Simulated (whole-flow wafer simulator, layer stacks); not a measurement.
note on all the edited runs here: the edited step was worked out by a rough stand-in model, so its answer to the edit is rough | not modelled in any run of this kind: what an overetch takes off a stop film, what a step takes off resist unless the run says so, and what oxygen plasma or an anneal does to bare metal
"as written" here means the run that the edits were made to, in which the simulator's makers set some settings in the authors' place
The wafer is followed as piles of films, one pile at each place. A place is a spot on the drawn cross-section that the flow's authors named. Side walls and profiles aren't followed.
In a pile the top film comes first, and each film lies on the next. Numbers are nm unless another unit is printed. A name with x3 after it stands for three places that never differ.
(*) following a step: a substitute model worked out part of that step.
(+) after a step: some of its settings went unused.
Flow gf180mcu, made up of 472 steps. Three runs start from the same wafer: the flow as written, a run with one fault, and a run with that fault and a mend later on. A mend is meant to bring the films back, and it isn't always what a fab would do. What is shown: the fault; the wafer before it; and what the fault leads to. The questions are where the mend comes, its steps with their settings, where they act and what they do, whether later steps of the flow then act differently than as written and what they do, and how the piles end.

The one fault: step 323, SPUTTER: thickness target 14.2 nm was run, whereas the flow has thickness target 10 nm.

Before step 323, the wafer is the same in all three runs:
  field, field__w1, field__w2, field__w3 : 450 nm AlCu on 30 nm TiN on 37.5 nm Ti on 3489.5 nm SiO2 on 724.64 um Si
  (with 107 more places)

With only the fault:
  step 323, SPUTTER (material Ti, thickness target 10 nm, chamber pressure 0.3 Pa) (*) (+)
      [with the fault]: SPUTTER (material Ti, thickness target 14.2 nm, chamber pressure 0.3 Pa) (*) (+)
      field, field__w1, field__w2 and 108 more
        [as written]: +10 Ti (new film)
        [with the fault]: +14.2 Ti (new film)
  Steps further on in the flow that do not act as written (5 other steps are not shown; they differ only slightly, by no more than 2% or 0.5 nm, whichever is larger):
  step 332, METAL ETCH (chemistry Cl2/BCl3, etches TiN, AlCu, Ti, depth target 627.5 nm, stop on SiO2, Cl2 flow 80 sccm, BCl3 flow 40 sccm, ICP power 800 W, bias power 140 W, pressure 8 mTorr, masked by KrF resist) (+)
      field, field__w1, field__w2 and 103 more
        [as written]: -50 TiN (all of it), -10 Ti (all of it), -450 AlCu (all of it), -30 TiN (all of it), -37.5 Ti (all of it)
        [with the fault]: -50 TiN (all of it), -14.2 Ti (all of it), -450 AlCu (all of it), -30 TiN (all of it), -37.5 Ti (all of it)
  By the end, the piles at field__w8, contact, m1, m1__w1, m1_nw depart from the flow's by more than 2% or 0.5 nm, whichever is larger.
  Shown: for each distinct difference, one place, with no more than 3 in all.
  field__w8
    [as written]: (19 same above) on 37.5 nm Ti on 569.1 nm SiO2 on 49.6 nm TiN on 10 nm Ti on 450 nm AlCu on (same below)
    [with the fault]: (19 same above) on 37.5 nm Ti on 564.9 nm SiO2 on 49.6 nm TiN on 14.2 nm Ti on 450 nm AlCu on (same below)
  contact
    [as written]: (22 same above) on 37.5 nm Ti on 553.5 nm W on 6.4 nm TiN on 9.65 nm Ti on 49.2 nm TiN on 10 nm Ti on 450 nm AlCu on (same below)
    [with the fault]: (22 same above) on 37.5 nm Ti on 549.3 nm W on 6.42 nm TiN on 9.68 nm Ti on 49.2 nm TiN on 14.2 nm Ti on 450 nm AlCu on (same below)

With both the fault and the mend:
  The mend follows step 323.
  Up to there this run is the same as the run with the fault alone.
  step 323a, METAL ETCH (chemistry Cl2/BCl3, etches TiN, AlCu, Ti, depth target 4.2 nm, Cl2 flow 80 sccm, BCl3 flow 40 sccm, ICP power 800 W, bias power 140 W, pressure 8 mTorr) (the flow's step 260 again, with other settings)
      field, field__w1, field__w2 and 108 more
        -4.2 Ti
  Every later step of the flow that is run acts as written at every place that is followed.
  At every place that both follow, the piles at the end match the flow's.
